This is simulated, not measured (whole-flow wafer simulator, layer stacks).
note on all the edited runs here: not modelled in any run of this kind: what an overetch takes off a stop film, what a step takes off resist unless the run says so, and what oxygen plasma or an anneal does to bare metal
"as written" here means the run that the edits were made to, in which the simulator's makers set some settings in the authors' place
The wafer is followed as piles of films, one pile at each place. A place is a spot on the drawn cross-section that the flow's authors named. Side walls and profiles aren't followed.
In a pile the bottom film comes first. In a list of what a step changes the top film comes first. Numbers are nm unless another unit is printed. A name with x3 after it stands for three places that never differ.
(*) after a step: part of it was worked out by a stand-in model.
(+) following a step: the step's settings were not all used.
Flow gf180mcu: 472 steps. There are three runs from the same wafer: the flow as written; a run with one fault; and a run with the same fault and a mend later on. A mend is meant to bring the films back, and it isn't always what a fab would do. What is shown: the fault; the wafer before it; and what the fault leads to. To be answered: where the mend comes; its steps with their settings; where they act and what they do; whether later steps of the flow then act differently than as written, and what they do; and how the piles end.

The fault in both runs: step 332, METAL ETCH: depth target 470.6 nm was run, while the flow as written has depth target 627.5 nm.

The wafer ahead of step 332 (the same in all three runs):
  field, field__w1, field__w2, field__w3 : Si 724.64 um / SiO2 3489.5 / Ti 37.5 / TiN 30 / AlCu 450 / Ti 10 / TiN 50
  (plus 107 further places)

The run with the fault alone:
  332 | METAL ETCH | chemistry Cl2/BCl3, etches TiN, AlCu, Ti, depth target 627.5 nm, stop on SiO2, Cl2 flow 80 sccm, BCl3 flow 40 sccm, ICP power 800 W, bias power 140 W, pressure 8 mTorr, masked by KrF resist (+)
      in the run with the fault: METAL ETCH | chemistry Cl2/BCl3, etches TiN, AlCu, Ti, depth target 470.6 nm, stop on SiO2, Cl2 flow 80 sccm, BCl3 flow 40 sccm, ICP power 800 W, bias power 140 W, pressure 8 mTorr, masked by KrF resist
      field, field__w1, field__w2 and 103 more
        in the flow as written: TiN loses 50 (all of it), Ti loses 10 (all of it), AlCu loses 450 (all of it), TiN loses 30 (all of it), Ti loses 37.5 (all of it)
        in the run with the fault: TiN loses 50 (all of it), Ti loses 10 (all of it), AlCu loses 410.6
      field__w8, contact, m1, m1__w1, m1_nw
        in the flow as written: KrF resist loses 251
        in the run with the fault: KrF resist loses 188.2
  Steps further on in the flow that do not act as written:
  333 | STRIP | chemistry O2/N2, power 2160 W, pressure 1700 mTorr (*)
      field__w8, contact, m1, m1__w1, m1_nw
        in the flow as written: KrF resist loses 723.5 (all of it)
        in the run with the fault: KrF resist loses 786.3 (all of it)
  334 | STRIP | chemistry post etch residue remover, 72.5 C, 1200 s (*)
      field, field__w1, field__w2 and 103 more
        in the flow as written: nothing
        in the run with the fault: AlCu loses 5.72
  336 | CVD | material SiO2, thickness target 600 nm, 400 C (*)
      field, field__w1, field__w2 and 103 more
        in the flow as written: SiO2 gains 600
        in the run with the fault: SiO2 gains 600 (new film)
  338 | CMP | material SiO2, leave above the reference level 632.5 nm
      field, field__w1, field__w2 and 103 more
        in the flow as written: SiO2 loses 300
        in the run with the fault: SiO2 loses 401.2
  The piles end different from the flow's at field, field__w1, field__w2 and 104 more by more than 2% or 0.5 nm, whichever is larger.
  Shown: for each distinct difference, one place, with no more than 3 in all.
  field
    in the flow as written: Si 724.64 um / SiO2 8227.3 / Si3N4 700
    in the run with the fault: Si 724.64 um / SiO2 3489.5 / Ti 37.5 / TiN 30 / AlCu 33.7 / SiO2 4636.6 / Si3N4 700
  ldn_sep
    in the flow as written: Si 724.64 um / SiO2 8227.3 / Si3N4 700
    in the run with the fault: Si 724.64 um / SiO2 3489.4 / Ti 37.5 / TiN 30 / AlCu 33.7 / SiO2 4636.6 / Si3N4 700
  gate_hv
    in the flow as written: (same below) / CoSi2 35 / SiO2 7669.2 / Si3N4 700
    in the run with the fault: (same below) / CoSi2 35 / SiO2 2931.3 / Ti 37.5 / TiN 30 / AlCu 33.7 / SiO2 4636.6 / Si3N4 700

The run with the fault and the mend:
  After step 332 comes the mend.
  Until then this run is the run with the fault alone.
  332a | METAL ETCH | chemistry Cl2/BCl3, etches TiN, AlCu, Ti, depth target 156.9 nm, stop on SiO2, Cl2 flow 80 sccm, BCl3 flow 40 sccm, ICP power 800 W, bias power 140 W, pressure 8 mTorr, masked by KrF resist (+) (the flow's step 332, run once more with other settings)
      field, field__w1, field__w2 and 103 more
        AlCu loses 39.4 (all of it), TiN loses 30 (all of it), Ti loses 37.5 (all of it)
      field__w8, contact, m1, m1__w1, m1_nw
        KrF resist loses 62.8
  Later steps of the flow that are run all act as written at every place that is followed.
  The piles end the same as the flow's at every place that both follow.
